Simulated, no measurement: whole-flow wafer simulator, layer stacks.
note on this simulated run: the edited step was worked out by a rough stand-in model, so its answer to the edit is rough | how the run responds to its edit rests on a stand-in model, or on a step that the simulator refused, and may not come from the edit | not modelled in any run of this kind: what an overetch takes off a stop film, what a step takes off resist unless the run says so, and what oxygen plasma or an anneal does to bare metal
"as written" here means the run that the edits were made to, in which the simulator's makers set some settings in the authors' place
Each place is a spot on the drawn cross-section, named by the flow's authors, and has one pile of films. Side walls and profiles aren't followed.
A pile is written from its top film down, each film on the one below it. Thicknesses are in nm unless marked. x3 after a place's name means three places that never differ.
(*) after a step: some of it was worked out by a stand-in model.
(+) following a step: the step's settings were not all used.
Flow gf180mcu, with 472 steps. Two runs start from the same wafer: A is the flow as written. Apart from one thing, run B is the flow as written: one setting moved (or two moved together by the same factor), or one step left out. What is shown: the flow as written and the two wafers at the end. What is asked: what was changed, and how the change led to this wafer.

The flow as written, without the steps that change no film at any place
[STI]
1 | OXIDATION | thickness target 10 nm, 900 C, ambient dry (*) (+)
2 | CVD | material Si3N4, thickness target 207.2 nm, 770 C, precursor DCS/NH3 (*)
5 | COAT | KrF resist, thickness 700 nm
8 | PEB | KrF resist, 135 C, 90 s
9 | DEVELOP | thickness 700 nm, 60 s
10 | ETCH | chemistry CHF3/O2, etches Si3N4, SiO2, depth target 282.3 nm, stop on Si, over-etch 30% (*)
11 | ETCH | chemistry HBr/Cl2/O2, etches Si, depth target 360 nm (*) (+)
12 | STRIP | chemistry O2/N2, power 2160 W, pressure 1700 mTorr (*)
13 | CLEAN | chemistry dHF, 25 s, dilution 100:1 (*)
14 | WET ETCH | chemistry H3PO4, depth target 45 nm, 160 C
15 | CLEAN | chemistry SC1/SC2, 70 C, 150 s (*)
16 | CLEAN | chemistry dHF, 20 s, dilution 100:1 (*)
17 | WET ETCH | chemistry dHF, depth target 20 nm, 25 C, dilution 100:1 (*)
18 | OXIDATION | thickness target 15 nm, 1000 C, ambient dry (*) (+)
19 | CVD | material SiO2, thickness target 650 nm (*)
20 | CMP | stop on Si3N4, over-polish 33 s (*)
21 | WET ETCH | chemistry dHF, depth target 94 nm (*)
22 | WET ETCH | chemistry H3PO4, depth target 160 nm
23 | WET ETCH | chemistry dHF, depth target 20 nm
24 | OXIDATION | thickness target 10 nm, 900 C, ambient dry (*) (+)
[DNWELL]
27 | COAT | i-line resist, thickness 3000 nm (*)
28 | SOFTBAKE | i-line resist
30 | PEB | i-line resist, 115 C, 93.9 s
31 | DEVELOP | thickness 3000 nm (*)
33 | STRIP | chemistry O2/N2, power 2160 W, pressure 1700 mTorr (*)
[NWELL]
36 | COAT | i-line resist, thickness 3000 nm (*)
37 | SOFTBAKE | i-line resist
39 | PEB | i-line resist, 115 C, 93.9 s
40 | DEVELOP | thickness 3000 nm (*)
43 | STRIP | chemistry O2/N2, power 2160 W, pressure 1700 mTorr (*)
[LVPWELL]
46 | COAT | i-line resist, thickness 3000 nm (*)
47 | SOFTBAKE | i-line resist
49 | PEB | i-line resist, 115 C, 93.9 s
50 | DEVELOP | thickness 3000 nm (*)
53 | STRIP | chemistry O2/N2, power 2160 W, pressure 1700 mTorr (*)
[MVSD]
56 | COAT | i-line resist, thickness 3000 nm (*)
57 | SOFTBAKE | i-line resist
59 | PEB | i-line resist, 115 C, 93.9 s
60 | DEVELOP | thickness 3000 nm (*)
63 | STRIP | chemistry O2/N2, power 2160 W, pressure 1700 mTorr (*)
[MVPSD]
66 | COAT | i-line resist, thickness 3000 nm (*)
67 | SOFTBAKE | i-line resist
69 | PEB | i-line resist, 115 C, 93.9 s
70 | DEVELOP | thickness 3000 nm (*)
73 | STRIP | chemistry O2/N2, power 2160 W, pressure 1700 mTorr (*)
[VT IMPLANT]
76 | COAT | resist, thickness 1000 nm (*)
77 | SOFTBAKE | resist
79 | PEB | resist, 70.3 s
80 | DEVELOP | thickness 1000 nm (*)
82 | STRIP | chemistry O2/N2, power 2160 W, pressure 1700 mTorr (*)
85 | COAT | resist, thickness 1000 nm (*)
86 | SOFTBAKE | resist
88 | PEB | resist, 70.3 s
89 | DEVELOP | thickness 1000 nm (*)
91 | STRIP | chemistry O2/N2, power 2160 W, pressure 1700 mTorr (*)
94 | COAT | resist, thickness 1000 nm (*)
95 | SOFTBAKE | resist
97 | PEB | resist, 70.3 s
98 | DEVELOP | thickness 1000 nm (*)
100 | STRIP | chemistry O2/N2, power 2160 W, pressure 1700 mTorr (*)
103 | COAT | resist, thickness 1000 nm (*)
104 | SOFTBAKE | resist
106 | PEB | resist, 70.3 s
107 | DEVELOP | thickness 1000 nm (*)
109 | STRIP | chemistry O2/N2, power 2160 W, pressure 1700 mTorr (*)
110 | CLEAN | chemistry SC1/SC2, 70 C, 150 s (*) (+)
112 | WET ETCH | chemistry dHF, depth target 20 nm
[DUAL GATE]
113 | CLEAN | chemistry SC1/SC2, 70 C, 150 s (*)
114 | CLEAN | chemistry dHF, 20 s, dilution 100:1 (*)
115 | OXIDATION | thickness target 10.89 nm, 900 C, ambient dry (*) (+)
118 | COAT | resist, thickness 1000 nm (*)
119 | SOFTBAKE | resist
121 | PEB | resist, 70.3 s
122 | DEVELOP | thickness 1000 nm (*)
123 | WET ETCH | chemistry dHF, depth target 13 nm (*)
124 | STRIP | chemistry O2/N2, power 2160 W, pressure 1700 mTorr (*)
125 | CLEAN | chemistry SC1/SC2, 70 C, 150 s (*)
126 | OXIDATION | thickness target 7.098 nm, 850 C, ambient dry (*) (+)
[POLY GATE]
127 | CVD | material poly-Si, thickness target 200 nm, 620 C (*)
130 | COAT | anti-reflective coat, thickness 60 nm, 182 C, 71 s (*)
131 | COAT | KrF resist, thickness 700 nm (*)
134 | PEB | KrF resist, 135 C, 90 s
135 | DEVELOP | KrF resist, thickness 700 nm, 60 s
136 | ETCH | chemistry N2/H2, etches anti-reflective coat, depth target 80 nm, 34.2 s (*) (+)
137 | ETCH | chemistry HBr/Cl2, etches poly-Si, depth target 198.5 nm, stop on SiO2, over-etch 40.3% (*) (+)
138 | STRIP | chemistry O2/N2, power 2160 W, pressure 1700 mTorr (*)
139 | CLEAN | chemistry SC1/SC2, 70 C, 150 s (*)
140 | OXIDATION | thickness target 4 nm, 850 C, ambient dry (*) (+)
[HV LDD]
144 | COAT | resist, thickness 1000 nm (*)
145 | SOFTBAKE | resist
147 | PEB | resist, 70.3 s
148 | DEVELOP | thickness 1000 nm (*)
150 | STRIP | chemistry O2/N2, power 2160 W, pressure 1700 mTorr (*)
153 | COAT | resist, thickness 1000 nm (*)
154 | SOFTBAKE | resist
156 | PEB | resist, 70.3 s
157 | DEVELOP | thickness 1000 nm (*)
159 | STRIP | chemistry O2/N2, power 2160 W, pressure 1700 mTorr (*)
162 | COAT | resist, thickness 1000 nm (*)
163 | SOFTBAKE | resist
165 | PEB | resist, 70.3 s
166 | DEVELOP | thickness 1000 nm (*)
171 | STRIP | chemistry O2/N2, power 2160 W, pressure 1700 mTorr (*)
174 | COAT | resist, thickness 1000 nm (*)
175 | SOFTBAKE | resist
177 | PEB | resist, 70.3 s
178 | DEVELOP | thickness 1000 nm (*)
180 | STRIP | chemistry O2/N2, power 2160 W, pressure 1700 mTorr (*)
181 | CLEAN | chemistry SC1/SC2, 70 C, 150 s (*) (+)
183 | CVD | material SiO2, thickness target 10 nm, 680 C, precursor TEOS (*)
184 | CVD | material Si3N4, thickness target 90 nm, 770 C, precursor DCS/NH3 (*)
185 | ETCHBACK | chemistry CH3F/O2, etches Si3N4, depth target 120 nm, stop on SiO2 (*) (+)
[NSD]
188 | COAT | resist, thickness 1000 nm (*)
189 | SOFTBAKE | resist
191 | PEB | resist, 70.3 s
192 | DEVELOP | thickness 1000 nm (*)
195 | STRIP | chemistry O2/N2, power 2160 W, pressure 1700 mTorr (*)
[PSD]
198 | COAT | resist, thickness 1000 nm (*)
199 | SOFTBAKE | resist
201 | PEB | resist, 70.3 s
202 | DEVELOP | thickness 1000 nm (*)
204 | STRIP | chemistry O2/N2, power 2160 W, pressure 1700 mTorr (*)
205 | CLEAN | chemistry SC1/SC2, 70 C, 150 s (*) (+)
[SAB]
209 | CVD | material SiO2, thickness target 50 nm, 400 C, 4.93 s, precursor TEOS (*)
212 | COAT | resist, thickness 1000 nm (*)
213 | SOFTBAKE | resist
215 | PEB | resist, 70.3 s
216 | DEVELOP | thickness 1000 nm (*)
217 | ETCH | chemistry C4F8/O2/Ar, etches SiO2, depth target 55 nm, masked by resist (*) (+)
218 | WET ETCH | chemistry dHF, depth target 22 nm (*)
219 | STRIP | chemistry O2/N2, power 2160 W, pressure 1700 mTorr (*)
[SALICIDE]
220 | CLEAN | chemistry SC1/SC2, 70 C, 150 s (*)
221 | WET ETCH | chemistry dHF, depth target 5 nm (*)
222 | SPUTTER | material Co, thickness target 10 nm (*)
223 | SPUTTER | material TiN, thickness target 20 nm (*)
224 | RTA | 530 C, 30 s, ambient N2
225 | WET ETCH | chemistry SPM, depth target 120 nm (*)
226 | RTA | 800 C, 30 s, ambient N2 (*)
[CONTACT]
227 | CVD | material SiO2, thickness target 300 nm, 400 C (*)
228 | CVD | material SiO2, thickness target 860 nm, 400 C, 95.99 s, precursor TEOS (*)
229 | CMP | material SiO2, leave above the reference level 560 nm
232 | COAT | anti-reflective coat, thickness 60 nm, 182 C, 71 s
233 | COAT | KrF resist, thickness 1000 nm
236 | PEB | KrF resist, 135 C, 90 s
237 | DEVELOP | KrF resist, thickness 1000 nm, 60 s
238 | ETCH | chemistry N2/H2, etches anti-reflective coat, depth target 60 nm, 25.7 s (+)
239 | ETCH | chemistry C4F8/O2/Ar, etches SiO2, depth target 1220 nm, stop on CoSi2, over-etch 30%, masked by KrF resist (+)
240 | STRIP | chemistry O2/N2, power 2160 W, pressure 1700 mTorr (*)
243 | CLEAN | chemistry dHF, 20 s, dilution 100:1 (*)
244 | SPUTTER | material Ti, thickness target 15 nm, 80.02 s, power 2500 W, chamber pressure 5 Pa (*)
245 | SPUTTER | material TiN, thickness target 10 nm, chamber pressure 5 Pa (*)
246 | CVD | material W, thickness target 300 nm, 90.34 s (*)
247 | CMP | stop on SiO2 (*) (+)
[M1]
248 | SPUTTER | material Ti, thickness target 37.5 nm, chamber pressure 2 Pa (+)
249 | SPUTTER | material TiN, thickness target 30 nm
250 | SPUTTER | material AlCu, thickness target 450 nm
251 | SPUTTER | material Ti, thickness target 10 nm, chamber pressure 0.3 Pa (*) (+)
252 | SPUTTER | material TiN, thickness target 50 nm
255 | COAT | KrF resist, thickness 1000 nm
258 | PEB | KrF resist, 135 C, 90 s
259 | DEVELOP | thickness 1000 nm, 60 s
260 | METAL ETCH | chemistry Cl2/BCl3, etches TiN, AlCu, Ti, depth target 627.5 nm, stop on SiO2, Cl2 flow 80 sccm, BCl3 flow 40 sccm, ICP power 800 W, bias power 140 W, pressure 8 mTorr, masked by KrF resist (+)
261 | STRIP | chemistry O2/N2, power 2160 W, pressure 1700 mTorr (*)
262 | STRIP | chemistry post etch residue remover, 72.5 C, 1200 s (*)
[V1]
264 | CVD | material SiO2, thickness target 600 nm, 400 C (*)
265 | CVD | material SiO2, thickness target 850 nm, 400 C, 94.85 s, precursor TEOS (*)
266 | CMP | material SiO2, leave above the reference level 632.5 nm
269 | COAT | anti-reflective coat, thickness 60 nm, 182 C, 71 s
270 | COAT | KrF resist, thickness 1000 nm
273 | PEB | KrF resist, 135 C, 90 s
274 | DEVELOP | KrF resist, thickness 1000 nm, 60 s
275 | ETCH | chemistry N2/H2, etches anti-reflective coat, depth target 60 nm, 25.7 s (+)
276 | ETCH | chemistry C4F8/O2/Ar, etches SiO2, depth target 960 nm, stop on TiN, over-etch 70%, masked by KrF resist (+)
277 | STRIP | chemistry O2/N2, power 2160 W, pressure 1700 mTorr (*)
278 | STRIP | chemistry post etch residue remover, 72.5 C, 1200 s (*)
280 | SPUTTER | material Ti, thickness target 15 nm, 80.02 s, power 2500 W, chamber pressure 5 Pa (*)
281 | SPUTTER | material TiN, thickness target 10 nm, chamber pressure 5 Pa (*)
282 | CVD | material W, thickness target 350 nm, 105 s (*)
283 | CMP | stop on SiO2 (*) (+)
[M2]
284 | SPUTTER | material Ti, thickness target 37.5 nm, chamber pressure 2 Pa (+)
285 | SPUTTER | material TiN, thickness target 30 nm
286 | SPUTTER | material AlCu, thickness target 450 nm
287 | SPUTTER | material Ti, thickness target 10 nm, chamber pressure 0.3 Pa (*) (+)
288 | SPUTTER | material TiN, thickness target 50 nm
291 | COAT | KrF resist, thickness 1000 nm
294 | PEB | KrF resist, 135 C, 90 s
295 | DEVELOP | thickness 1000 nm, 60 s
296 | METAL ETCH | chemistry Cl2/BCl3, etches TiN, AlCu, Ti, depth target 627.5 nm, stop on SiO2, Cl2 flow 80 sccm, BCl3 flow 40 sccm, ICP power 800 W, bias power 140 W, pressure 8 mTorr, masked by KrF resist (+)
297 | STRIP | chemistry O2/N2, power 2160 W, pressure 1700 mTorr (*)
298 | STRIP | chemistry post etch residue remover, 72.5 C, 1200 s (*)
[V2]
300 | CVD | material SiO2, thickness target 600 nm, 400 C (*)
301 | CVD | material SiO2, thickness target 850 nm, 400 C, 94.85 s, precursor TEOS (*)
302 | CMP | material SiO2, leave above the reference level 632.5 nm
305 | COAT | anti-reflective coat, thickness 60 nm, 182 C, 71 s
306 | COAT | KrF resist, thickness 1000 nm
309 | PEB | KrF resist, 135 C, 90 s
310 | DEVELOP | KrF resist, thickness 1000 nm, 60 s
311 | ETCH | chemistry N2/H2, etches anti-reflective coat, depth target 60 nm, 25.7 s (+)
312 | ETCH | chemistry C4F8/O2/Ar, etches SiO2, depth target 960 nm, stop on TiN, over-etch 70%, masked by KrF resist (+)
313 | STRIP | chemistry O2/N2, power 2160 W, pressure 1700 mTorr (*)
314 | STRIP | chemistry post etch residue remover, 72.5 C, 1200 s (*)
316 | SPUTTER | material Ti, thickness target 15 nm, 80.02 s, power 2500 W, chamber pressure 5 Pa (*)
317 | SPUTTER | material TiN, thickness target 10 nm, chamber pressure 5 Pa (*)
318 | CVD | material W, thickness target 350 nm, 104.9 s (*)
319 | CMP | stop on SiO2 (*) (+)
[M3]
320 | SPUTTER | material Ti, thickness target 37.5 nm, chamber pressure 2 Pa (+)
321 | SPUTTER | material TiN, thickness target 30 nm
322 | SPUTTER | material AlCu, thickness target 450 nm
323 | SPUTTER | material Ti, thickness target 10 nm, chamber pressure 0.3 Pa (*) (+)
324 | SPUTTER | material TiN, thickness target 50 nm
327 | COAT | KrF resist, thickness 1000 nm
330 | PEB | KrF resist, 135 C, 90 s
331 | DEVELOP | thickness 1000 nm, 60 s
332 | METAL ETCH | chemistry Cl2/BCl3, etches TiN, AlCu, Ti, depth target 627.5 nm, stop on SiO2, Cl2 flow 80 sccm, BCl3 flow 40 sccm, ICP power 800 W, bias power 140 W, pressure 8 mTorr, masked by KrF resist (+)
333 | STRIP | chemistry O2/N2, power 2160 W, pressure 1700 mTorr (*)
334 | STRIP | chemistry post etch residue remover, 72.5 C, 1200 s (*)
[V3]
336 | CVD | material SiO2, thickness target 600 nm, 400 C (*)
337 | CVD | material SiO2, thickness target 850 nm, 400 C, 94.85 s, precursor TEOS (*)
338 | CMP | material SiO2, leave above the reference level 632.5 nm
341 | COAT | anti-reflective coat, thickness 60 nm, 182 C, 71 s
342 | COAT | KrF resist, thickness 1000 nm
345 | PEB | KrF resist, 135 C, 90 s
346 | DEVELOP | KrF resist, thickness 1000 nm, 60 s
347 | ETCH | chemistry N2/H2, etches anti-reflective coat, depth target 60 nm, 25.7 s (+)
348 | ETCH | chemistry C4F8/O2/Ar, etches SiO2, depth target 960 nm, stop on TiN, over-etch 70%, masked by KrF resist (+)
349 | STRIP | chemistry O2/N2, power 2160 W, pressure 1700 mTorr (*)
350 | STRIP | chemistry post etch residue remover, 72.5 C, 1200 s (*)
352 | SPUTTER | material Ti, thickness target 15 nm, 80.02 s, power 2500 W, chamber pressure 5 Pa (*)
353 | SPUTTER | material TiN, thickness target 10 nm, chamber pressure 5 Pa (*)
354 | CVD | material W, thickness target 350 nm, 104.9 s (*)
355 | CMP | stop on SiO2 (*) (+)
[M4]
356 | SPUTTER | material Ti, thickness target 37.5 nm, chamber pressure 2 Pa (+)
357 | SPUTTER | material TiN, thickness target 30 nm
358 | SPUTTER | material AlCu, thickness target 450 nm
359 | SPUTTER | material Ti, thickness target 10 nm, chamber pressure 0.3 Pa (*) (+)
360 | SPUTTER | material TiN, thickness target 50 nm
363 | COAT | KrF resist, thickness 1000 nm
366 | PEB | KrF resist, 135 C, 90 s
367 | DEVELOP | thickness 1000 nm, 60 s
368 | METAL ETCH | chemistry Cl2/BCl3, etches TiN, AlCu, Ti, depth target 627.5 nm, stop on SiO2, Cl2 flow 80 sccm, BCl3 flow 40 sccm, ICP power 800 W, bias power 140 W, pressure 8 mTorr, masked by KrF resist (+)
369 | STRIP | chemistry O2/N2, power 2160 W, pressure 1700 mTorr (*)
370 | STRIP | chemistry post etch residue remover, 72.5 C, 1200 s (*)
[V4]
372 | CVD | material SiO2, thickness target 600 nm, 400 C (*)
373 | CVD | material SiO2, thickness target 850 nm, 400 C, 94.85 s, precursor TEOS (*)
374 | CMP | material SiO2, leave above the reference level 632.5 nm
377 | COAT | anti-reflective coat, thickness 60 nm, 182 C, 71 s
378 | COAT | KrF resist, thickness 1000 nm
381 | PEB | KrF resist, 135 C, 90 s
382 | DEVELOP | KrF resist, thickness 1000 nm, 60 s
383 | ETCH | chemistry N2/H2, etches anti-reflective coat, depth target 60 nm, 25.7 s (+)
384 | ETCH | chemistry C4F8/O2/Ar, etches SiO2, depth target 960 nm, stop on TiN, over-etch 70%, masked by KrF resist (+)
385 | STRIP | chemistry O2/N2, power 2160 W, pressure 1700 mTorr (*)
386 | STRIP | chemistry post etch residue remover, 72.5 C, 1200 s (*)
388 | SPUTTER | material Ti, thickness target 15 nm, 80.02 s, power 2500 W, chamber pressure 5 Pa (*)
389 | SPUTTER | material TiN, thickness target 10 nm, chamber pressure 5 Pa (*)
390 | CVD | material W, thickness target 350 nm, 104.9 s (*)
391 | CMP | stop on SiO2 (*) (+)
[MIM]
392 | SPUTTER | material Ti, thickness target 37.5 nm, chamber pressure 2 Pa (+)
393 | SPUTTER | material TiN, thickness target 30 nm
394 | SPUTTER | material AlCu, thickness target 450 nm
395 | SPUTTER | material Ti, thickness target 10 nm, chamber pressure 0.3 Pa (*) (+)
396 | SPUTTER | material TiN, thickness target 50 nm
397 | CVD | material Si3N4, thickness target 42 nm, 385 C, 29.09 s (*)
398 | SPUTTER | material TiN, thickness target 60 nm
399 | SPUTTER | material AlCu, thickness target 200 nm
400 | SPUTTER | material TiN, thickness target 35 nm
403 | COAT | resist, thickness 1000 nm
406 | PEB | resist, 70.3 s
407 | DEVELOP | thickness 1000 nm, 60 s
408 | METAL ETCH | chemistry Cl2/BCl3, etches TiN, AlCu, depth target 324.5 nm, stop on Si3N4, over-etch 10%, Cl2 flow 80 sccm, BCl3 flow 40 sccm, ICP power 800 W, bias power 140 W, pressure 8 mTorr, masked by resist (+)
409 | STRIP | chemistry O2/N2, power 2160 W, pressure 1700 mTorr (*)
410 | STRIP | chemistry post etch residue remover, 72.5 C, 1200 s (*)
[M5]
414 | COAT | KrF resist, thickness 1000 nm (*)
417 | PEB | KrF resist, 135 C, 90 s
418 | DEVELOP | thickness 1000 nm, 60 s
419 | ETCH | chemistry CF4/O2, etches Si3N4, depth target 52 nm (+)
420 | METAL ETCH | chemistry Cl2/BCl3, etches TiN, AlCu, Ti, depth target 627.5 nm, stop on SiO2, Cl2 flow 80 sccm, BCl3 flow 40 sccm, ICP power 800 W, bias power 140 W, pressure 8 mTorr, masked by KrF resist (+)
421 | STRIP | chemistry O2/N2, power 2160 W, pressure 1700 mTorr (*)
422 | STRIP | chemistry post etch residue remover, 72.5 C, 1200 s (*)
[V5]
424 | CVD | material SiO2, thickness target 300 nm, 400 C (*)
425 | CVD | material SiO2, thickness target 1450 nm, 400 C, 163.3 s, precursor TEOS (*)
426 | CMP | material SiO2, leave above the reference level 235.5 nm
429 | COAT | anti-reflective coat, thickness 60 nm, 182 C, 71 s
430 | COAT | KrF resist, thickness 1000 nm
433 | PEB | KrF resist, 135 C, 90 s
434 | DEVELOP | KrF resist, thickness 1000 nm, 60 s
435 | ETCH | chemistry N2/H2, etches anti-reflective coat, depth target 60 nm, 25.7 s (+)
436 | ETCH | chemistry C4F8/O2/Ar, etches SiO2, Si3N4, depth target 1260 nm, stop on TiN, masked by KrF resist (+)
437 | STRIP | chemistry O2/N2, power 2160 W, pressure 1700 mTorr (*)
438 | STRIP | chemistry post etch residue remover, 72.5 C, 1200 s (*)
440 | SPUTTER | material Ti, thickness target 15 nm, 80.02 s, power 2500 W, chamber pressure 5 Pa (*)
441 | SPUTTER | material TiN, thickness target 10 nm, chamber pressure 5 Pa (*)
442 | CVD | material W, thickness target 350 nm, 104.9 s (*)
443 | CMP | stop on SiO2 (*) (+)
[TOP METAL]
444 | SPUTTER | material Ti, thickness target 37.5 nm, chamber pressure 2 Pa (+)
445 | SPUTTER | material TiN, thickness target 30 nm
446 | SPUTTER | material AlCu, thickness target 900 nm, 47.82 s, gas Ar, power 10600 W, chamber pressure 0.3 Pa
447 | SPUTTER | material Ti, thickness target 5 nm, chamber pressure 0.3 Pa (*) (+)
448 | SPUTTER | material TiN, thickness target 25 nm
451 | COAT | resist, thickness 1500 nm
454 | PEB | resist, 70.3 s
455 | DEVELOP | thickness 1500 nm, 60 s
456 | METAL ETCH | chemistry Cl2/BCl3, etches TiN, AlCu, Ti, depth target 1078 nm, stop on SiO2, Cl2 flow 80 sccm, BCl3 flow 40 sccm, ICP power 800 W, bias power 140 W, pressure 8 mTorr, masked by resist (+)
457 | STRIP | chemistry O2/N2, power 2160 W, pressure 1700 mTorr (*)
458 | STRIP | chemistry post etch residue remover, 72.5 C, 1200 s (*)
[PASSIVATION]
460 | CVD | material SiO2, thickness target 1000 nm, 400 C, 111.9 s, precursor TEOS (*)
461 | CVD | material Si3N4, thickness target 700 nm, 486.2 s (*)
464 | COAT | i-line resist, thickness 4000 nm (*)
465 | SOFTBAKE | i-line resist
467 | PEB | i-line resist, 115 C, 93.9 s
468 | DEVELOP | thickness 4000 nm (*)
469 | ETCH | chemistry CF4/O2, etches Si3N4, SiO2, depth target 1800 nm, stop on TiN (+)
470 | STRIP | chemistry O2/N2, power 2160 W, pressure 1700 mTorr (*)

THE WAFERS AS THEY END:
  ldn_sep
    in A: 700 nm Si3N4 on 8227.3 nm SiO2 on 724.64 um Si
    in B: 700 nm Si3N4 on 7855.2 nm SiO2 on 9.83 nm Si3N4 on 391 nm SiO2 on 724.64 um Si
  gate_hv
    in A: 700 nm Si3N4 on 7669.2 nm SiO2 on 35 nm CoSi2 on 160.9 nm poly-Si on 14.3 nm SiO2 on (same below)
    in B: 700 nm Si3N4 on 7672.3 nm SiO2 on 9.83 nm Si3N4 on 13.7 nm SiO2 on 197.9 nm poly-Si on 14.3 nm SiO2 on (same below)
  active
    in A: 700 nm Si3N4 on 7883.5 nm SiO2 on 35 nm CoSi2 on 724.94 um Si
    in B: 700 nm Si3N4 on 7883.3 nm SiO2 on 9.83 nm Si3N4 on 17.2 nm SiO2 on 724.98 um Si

What caused this: step 184, CVD: thickness target 134 nm was run, whereas the flow has thickness target 90 nm.

Step by step, how the change led to this:
  184 | CVD | material Si3N4, thickness target 90 nm, 770 C, precursor DCS/NH3 (*)
      field, field__w1, field__w2 and 101 more: A Si3N4 gains 90 (new film) | B Si3N4 gains 134 (new film)
  185 | ETCHBACK | chemistry CH3F/O2, etches Si3N4, depth target 120 nm, stop on SiO2 (*) (+)
      field, field__w1, field__w2 and 100 more: A Si3N4 loses 90 (all of it), SiO2 loses 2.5 | B Si3N4 loses 120
  188 | COAT | resist, thickness 1000 nm (*)
      spacer: A resist gains 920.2 (new film) | B resist gains 893.1 (new film)
  189 | SOFTBAKE | resist
      field__w9: A resist gains 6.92 | B resist loses 3.04
      field__w11: A resist gains 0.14 | B resist loses 0.39
      (also at 26 further places)
  192 | DEVELOP | thickness 1000 nm (*)
      spacer: A resist loses 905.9 (all of it) | B resist loses 879.3 (all of it)
  198 | COAT | resist, thickness 1000 nm (*)
      spacer: A resist gains 920.2 (new film) | B resist gains 893.1 (new film)
  199 | SOFTBAKE | resist
      field__w9: A resist gains 6.92 | B resist loses 3.04
      field__w11: A resist gains 0.14 | B resist loses 0.39
      (also at 27 further places)
  204 | STRIP | chemistry O2/N2, power 2160 W, pressure 1700 mTorr (*)
      spacer: A resist loses 905.9 (all of it) | B resist loses 879.3 (all of it)
  205 | CLEAN | chemistry SC1/SC2, 70 C, 150 s (*) (+)
      field, field__w1, field__w2 and 105 more: A SiO2 loses 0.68 | B Si3N4 loses 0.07
  209 | CVD | material SiO2, thickness target 50 nm, 400 C, 4.93 s, precursor TEOS (*)
      field, field__w7, field__w8 and 73 more: A SiO2 gains 50 | B SiO2 gains 50 (new film)
      field_sub__w1, field_sub__w3, field_sub__w4, field_sub__w5, ld_drift_n: A SiO2 gains 48.9 | B SiO2 gains 48.8 (new film)
      (also at 27 further places)
  212 | COAT | resist, thickness 1000 nm (*)
      spacer: A resist gains 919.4 (new film) | B resist gains 892.5 (new film)
  213 | SOFTBAKE | resist
      npoly_sal: A resist loses 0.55 | B resist gains 0.42
      field__w1: A resist gains 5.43 | B resist gains 5.95
      (also at 15 further places)
  216 | DEVELOP | thickness 1000 nm (*)
      spacer: A resist loses 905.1 (all of it) | B resist loses 878.8 (all of it)
  217 | ETCH | chemistry C4F8/O2/Ar, etches SiO2, depth target 55 nm, masked by resist (*) (+)
      field, field__w7, field__w8 and 70 more: A SiO2 loses 55 | B SiO2 loses 50 (all of it), Si3N4 loses 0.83
      field_sub__w1, field_sub__w3, field_sub__w4, field_sub__w5, ld_drift_n: A SiO2 loses 55 | B SiO2 loses 48.8 (all of it), Si3N4 loses 1.04
      (also at 21 further places)
  218 | WET ETCH | chemistry dHF, depth target 22 nm (*)
      gate, gate_hv, gate_p and 23 more: A SiO2 loses 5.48 (all of it) | B Si3N4 loses 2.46
      field, field__w10, sti and 14 more: A SiO2 loses 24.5 | B Si3N4 loses 2.46
      (also at 56 further places)
  219 | STRIP | chemistry O2/N2, power 2160 W, pressure 1700 mTorr (*)
      gate, gate_hv, gate_p and 23 more: A chemical SiO2 gains 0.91 (new film), poly-Si loses 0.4 | B nothing
      active, p_well, sd_n and 20 more: A chemical SiO2 gains 0.91 (new film), Si loses 0.4 | B nothing
  ... 14 further steps ...
  471 | ANNEAL | 400 C, 1800 s, ambient N2/H2
      polyc_n, polyc_p: A nothing | B under 9 films: void gains 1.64 (new film), Ti loses 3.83, TiSi first gains 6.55 (new film), poly-Si loses 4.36
      contact: A nothing | B under 49 films: void gains 1.62 (new film), Ti loses 3.83, TiSi first gains 6.55 (new film), Si loses 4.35
If metal films that touch count as one body, gate_hv has 0 bodies; the flow as written gives 1 body.
If metal films that touch count as one body, active has 0 bodies; the flow as written gives 1 body.
